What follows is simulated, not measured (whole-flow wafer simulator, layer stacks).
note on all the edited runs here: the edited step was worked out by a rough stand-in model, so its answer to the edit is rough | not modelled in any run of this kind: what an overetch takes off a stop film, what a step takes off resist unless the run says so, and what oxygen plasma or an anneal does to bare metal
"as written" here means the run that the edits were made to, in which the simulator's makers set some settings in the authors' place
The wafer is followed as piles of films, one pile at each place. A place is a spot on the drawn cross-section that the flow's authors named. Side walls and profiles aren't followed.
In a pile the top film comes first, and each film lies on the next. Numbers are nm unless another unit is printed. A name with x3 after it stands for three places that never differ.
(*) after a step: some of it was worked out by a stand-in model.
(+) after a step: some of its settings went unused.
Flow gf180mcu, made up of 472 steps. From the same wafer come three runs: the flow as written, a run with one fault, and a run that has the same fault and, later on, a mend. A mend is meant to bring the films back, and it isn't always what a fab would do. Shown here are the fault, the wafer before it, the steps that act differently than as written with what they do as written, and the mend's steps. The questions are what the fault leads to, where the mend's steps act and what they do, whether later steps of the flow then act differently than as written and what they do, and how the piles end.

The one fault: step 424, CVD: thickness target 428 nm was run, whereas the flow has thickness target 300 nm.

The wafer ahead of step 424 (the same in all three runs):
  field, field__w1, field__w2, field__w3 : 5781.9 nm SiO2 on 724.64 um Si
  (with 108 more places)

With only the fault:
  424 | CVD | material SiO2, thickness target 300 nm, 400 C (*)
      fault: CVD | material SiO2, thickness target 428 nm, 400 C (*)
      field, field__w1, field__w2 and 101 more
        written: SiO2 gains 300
        fault: SiO2 gains 428
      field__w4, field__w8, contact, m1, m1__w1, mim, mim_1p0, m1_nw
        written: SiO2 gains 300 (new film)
        fault: SiO2 gains 428 (new film)
  Steps later in the flow that act otherwise than as written (1 more step, not shown, differs only slightly: by at most 2% or 0.5 nm, whichever is larger):
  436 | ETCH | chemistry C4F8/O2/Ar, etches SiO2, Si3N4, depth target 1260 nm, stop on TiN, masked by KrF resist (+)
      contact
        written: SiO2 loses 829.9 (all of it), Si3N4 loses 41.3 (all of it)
        fault: SiO2 loses 957.9 (all of it), Si3N4 loses 41.3 (all of it)
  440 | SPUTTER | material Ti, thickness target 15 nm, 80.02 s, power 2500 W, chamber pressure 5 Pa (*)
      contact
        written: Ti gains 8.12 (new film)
        fault: Ti gains 7.55 (new film)
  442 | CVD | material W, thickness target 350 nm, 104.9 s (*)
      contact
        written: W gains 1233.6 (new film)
        fault: W gains 1362.5 (new film)
  The piles end different from the flow's at field__w4, field__w8, contact, m1, m1__w1, mim, mim_1p0, m1_nw by more than 2% or 0.5 nm, whichever is larger.
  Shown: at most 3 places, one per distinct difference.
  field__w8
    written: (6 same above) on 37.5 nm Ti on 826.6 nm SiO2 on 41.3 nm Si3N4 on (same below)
    fault: (6 same above) on 37.5 nm Ti on 954.6 nm SiO2 on 41.3 nm Si3N4 on (same below)
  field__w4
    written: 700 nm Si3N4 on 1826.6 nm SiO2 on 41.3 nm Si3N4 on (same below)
    fault: 700 nm Si3N4 on 1954.6 nm SiO2 on 41.3 nm Si3N4 on (same below)
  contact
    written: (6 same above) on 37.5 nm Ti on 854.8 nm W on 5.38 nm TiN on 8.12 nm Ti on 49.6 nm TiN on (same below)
    fault: (6 same above) on 37.5 nm Ti on 983.7 nm W on 5 nm TiN on 7.55 nm Ti on 49.6 nm TiN on (same below)

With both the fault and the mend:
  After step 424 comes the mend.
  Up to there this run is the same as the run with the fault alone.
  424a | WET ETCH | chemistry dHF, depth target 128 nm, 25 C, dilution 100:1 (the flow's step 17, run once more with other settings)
      field, field__w1, field__w2 and 109 more
        SiO2 loses 128
  None of the later steps of the flow acts differently than as written at any place that is followed.
  By the end, the piles equal the flow's at every place that both follow.
